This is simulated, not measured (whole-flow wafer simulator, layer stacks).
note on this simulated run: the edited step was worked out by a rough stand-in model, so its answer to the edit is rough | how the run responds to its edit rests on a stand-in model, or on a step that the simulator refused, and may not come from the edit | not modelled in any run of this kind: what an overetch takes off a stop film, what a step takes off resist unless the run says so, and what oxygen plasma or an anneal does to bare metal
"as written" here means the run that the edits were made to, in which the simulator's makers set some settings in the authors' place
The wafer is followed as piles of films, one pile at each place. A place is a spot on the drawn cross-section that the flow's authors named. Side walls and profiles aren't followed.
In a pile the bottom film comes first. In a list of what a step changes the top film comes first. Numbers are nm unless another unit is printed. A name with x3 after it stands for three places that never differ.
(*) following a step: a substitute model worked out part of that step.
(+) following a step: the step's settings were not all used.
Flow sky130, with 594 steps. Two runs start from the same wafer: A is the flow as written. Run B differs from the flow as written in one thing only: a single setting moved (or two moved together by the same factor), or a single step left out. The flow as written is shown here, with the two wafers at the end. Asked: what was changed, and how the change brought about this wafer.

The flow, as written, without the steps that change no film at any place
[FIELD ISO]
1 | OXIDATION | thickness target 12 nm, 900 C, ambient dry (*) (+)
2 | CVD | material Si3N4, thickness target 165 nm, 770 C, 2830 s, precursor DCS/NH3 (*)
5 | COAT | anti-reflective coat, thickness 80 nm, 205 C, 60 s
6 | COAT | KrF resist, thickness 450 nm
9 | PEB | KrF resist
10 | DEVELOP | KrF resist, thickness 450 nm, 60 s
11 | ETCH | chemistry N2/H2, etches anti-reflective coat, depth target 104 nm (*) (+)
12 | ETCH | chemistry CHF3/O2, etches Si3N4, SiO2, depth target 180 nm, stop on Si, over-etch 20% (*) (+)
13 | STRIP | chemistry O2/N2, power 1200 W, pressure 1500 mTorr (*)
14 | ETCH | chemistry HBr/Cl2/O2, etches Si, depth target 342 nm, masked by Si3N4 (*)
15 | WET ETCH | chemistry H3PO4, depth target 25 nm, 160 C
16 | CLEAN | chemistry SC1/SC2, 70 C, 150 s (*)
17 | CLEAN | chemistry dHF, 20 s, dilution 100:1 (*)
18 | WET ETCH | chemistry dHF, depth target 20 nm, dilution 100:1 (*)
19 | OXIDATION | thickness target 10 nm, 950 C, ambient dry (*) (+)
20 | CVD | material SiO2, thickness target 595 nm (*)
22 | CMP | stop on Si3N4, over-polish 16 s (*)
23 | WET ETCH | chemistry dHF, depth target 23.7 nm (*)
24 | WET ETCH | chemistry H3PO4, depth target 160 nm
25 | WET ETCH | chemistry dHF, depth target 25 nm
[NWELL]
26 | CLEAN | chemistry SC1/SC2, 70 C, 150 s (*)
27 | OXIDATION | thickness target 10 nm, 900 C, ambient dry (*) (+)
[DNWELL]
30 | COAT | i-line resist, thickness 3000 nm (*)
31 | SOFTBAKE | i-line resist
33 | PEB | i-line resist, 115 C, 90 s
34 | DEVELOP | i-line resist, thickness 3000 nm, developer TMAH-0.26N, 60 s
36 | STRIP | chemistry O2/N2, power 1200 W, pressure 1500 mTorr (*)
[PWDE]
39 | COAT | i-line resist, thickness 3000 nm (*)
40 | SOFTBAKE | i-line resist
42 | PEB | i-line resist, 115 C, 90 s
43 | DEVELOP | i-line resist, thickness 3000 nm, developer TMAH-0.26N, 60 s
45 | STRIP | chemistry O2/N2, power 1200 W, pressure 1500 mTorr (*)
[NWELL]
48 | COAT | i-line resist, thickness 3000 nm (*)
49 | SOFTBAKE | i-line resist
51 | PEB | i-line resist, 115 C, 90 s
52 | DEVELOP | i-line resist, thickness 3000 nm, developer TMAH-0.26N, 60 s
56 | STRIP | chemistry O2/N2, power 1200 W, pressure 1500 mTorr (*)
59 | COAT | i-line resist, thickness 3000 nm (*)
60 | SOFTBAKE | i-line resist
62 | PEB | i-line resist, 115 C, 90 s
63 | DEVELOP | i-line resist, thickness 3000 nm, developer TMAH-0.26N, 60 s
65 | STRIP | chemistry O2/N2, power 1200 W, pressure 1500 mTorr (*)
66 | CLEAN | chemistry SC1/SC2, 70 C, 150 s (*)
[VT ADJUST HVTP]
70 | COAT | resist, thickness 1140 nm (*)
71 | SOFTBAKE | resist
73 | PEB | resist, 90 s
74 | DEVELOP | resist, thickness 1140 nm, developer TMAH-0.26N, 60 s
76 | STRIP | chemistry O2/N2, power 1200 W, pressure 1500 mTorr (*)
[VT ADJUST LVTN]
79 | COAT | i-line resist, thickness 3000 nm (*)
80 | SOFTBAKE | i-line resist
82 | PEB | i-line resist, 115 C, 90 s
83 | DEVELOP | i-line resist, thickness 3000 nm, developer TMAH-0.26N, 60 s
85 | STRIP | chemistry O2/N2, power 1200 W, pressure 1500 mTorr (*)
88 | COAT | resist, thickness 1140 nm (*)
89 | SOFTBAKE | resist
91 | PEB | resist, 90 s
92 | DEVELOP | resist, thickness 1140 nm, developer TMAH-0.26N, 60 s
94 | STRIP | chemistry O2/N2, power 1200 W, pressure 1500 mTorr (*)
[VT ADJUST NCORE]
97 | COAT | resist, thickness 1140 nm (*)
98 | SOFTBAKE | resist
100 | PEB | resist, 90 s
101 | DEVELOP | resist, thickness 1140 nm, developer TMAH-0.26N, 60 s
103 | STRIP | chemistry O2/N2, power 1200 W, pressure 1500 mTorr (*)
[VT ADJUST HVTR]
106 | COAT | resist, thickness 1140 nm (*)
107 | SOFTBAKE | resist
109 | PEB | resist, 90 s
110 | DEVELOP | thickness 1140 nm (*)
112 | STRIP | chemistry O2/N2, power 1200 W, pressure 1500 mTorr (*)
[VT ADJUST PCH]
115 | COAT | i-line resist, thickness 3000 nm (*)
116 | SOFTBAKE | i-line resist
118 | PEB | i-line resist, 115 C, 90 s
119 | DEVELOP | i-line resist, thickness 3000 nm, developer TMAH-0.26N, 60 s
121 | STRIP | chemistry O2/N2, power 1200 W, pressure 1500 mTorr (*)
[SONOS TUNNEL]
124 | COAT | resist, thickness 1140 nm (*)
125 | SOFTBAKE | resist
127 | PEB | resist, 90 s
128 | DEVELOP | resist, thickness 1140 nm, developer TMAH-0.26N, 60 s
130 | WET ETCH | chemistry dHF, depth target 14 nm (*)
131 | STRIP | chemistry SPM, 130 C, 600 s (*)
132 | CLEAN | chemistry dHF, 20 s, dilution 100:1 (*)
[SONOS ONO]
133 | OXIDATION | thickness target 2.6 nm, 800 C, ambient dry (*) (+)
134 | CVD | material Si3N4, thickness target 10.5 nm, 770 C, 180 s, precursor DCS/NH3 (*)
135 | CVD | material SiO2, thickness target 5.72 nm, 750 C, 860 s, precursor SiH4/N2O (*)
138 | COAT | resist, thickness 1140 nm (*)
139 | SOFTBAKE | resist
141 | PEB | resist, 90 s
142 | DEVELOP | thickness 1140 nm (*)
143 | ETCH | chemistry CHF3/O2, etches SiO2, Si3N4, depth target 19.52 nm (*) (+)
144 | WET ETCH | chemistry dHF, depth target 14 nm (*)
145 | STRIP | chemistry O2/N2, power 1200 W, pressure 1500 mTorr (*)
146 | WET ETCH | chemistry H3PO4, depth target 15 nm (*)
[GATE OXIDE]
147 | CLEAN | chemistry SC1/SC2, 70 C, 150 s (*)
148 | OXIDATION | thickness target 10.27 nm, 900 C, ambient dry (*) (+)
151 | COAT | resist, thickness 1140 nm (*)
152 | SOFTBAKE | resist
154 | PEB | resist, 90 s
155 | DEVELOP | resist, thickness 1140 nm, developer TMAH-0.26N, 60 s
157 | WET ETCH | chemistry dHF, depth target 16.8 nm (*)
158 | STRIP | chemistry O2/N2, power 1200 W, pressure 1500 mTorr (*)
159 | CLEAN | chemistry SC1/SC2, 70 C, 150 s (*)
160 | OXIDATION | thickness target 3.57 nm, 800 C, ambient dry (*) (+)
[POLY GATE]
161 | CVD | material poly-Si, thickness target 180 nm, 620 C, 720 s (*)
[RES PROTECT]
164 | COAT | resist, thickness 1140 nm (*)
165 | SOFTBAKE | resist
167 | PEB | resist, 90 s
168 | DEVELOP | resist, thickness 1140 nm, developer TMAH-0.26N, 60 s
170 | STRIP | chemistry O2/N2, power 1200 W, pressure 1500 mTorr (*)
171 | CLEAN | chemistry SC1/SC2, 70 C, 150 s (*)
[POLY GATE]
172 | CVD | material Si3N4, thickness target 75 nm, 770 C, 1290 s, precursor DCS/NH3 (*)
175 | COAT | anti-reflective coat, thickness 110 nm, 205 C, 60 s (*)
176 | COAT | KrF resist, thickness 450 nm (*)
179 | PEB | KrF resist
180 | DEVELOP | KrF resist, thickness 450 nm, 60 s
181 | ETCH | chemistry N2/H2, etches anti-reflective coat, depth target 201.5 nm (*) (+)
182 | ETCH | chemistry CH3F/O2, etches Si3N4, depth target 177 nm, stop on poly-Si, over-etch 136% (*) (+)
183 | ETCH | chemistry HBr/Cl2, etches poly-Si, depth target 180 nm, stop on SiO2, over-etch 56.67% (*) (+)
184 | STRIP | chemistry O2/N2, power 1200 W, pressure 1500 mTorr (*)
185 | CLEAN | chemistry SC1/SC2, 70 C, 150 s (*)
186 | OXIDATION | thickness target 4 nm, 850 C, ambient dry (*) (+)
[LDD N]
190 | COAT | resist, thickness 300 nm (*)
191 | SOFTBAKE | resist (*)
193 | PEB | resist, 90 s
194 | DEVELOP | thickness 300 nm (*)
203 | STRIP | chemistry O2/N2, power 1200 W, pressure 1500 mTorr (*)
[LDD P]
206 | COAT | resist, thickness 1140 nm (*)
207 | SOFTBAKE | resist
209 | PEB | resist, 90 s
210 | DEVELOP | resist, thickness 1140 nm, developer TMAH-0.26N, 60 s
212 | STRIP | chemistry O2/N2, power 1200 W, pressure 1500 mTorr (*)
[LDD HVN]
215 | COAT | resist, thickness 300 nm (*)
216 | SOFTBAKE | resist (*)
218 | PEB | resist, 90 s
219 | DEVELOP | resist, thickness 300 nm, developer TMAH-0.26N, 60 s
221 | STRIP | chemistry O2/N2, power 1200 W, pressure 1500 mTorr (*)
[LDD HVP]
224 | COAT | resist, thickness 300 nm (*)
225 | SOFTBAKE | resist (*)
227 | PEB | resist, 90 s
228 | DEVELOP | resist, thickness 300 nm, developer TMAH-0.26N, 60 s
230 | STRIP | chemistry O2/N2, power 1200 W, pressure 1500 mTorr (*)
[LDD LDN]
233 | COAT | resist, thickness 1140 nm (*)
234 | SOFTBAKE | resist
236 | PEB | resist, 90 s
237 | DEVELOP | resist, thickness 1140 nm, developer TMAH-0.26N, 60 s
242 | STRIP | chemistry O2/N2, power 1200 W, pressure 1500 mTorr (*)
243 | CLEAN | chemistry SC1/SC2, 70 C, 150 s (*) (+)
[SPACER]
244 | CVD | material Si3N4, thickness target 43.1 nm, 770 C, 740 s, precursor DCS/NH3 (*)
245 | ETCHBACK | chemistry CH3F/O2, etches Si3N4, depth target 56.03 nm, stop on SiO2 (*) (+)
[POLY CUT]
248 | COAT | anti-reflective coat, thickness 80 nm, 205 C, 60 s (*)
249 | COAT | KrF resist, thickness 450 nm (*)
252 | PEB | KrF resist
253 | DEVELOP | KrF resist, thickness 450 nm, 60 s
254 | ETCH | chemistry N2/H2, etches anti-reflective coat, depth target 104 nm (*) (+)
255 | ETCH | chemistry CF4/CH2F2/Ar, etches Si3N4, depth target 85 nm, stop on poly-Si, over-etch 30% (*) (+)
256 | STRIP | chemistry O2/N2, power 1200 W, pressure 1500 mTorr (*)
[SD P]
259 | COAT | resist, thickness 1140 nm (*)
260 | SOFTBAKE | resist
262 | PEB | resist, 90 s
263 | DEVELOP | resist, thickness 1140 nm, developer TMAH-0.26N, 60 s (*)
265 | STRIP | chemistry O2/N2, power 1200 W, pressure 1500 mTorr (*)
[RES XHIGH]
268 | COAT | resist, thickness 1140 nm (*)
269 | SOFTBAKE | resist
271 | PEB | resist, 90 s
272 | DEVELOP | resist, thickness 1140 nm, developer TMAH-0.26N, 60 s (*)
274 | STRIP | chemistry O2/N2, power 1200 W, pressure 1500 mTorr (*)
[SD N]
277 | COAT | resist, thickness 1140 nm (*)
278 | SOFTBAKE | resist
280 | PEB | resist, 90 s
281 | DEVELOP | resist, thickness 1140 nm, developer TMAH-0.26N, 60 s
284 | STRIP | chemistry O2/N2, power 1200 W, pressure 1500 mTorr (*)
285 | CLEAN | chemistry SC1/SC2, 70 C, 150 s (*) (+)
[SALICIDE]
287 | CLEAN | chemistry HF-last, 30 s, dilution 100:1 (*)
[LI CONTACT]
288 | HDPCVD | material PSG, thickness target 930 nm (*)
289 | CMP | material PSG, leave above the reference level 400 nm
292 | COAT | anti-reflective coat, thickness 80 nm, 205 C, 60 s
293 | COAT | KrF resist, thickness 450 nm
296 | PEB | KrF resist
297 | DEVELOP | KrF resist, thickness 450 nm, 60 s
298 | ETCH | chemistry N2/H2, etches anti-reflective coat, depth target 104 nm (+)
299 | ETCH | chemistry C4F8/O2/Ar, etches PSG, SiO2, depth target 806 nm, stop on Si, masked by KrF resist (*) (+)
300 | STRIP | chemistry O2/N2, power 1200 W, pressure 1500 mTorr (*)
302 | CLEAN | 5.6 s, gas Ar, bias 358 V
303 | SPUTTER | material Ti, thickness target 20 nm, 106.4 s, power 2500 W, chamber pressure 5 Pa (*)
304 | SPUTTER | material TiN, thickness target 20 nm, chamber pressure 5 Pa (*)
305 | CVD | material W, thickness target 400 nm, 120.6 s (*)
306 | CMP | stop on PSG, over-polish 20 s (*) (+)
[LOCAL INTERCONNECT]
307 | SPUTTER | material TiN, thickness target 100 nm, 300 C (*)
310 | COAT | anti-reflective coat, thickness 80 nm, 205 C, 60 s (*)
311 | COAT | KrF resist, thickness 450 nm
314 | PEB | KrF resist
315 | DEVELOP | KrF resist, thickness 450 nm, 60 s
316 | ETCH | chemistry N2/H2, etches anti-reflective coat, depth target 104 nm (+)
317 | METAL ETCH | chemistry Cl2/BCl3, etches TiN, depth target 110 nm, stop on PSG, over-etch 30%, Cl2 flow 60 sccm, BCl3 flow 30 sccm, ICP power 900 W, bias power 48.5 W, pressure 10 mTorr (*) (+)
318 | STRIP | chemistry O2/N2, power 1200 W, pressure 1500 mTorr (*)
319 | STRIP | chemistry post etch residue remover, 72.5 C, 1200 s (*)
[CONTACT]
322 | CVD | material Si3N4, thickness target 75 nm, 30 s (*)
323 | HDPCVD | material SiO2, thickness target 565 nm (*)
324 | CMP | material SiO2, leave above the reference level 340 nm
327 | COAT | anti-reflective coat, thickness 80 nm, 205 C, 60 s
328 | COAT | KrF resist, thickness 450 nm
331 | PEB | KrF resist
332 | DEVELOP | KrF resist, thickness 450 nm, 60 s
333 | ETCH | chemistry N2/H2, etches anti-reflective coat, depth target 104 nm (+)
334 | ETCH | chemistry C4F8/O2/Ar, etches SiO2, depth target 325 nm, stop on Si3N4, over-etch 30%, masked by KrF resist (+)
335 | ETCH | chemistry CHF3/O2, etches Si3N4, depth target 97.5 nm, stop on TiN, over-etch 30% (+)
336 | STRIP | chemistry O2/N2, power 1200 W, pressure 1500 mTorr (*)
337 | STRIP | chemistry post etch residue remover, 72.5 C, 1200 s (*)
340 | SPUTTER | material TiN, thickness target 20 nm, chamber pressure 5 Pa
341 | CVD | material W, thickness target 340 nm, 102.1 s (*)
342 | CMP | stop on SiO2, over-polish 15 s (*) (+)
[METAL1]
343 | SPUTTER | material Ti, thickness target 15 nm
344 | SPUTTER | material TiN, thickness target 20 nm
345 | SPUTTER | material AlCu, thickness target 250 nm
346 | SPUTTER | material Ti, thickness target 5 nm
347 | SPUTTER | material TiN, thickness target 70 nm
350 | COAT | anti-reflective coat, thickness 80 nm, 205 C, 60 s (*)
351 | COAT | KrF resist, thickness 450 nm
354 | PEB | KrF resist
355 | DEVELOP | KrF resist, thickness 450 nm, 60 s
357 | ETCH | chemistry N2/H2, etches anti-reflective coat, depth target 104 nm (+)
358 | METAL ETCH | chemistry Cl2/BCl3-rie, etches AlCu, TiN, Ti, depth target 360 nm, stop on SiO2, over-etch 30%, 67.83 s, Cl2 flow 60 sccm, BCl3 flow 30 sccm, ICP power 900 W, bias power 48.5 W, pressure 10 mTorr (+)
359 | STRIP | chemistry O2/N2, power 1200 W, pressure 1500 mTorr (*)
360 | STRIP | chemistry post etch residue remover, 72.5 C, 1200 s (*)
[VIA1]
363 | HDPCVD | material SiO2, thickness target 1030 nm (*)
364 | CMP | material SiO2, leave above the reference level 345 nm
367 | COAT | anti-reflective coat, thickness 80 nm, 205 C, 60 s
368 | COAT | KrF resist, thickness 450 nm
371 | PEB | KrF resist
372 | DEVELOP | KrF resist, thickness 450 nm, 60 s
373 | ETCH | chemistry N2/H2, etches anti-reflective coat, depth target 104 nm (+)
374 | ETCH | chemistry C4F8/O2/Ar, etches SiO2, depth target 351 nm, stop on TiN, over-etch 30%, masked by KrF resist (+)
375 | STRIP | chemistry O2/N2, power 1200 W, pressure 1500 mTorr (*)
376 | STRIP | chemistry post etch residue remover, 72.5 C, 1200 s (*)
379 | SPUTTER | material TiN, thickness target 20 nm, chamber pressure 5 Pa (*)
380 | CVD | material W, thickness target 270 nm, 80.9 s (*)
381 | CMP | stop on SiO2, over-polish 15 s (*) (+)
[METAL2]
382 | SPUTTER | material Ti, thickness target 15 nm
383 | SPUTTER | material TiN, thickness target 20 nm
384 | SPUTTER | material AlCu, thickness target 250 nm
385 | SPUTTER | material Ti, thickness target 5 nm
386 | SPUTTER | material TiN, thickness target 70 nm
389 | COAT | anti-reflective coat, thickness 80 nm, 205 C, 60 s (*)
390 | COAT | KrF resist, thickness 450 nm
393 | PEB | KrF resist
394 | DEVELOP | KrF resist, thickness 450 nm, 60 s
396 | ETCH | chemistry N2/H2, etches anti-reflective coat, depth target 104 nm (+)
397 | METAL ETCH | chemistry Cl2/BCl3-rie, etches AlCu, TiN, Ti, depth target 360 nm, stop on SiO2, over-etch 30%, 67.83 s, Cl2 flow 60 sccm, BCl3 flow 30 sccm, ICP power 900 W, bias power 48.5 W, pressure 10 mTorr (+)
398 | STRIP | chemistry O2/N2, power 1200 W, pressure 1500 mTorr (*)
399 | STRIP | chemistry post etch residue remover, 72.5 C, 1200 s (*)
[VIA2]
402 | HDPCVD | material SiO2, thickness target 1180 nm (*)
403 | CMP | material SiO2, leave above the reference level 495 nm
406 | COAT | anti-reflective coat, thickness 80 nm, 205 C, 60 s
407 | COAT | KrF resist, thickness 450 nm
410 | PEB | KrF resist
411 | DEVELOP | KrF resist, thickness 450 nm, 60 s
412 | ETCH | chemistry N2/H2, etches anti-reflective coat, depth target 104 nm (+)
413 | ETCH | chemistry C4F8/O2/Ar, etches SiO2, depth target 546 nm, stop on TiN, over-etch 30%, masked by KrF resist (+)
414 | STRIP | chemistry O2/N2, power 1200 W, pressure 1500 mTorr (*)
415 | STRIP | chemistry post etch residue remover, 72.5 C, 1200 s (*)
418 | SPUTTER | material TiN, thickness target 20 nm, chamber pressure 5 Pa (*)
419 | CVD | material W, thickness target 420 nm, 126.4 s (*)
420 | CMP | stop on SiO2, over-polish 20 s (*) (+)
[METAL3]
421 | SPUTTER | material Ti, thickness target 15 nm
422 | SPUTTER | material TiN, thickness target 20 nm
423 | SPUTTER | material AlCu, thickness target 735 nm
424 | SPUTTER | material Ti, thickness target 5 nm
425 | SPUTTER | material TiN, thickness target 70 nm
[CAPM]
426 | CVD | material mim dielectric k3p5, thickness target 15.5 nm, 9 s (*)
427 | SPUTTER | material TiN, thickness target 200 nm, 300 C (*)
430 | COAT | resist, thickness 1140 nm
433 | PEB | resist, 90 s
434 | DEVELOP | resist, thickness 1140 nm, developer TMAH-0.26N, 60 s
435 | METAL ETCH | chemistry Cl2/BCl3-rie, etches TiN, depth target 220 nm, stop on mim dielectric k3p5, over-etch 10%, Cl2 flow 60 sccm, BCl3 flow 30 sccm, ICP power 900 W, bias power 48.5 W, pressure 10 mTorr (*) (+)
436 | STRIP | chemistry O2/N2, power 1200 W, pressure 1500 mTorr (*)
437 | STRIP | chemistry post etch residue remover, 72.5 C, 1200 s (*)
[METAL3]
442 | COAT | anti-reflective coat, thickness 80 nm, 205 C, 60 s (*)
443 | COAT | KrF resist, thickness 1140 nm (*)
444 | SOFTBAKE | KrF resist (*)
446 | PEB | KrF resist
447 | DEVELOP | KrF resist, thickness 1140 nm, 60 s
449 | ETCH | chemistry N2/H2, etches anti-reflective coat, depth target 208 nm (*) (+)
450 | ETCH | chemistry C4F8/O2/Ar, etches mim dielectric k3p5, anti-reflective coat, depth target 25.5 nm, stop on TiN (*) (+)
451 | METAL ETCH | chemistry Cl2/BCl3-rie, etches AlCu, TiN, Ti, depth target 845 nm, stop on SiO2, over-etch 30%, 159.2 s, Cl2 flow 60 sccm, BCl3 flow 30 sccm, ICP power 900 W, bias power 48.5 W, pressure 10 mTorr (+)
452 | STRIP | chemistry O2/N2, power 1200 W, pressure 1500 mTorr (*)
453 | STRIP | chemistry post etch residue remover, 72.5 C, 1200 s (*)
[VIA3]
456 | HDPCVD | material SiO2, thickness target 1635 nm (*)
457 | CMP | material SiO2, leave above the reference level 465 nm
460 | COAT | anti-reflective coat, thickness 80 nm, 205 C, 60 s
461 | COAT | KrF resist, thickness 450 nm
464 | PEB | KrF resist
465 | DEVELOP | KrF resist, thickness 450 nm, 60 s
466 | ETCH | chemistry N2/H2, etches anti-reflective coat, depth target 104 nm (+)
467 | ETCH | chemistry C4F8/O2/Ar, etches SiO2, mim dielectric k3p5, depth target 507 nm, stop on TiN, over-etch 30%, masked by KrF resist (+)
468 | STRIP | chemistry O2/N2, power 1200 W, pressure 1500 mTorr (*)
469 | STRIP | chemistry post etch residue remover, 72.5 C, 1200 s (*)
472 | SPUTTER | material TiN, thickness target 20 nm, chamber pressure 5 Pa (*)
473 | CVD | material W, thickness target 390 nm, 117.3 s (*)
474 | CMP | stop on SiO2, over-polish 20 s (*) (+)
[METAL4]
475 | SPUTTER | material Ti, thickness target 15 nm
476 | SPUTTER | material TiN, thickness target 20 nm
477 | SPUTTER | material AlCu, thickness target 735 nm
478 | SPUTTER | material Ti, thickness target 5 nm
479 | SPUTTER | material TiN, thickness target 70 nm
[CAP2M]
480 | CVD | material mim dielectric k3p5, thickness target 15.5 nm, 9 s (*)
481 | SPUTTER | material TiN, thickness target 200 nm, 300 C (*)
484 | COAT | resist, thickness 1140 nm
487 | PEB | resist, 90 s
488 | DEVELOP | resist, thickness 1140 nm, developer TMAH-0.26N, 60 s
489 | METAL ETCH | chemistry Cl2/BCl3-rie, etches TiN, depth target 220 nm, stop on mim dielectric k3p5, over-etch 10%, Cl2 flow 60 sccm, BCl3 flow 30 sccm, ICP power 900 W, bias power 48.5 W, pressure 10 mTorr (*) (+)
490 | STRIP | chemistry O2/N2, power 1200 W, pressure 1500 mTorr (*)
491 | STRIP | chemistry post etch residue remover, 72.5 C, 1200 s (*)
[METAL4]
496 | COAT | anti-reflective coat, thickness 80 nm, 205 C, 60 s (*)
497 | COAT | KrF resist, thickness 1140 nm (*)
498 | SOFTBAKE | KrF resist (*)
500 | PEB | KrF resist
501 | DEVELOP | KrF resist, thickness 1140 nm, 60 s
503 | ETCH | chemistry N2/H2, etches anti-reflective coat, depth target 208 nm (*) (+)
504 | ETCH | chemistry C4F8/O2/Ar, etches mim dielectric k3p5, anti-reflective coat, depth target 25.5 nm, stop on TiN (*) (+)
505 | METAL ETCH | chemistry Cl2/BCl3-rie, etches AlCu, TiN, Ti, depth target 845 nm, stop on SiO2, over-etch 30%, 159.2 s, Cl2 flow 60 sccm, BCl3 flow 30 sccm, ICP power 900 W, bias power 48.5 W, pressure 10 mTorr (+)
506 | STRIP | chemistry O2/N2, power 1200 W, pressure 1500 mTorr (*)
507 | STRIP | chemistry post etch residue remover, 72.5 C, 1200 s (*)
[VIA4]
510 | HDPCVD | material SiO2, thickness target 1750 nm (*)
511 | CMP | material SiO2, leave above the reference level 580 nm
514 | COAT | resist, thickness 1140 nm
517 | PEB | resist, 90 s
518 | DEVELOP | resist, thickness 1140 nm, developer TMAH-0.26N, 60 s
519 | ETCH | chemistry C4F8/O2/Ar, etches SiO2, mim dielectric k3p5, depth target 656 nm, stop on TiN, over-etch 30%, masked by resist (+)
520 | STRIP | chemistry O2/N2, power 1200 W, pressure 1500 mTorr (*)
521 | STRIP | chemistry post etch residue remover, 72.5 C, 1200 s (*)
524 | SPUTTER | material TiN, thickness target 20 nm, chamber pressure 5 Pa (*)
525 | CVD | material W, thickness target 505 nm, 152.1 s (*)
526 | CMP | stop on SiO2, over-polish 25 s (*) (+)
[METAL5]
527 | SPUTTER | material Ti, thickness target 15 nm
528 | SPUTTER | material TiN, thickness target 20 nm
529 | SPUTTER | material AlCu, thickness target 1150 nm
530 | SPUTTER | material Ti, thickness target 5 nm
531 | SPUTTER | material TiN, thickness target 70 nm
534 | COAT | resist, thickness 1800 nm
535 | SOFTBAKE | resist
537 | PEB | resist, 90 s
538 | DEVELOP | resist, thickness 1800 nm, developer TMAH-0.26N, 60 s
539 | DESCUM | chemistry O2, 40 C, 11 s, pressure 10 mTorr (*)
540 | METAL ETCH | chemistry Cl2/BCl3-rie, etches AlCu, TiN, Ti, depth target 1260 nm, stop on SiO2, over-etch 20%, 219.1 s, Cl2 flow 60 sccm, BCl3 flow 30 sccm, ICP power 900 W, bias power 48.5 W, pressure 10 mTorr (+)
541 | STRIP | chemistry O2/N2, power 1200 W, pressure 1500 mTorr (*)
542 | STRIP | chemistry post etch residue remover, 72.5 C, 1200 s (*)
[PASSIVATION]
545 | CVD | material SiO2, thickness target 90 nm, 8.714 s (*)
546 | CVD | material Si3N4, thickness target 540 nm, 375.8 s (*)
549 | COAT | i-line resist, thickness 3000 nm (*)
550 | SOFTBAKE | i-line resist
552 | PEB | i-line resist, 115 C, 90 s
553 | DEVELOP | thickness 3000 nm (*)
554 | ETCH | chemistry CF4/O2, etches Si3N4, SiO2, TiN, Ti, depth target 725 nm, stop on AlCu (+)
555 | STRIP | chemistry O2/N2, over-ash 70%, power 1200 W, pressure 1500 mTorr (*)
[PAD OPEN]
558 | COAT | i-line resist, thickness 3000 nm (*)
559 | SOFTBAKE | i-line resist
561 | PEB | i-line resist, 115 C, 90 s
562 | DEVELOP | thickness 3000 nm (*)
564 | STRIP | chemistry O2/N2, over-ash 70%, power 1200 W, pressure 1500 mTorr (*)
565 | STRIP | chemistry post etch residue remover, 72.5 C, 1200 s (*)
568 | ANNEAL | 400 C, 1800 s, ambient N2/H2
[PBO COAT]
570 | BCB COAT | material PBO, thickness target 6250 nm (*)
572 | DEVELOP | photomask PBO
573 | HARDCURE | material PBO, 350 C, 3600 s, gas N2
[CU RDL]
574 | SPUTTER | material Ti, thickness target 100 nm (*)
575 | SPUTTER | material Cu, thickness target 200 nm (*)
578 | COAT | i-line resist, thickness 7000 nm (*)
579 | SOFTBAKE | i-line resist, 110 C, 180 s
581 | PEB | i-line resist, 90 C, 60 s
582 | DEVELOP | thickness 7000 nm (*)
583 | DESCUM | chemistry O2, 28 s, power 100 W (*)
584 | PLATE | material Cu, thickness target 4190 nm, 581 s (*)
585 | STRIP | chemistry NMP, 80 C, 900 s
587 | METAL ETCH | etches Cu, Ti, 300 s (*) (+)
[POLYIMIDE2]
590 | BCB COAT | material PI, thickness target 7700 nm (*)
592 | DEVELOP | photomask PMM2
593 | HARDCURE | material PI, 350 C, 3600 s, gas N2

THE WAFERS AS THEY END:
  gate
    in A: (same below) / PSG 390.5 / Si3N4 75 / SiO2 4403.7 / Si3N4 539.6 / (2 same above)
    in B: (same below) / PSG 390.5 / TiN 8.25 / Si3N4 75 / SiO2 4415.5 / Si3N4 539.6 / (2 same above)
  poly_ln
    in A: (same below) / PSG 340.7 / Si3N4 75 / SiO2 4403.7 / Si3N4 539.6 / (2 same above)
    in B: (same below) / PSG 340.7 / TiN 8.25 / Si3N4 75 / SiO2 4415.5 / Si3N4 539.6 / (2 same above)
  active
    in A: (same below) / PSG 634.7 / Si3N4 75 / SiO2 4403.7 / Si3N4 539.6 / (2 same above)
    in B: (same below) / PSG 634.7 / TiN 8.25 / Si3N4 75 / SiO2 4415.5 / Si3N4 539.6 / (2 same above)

What caused this: step 307, SPUTTER: thickness target 120 nm was run, though the flow has thickness target 100 nm.

The path from the change to this, step by step:
  307 | SPUTTER | material TiN, thickness target 100 nm, 300 C (*)
      field, active, n_well and 188 more: A TiN gains 100 (new film) | B TiN gains 120 (new film)
  317 | METAL ETCH | chemistry Cl2/BCl3, etches TiN, depth target 110 nm, stop on PSG, over-etch 30%, Cl2 flow 60 sccm, BCl3 flow 30 sccm, ICP power 900 W, bias power 48.5 W, pressure 10 mTorr (*) (+)
      field, active, gate and 88 more: A TiN loses 98.7 (all of it) | B TiN loses 110
  324 | CMP | material SiO2, leave above the reference level 340 nm
      field, active, gate and 88 more: A SiO2 loses 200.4 | B SiO2 loses 188.7
If metal films that touch count as one body, gate has 1 body; the flow as written gives 0 bodies.
If metal films that touch count as one body, poly_ln has 1 body; the flow as written gives 0 bodies.
If metal films that touch count as one body, active has 1 body; the flow as written gives 0 bodies.
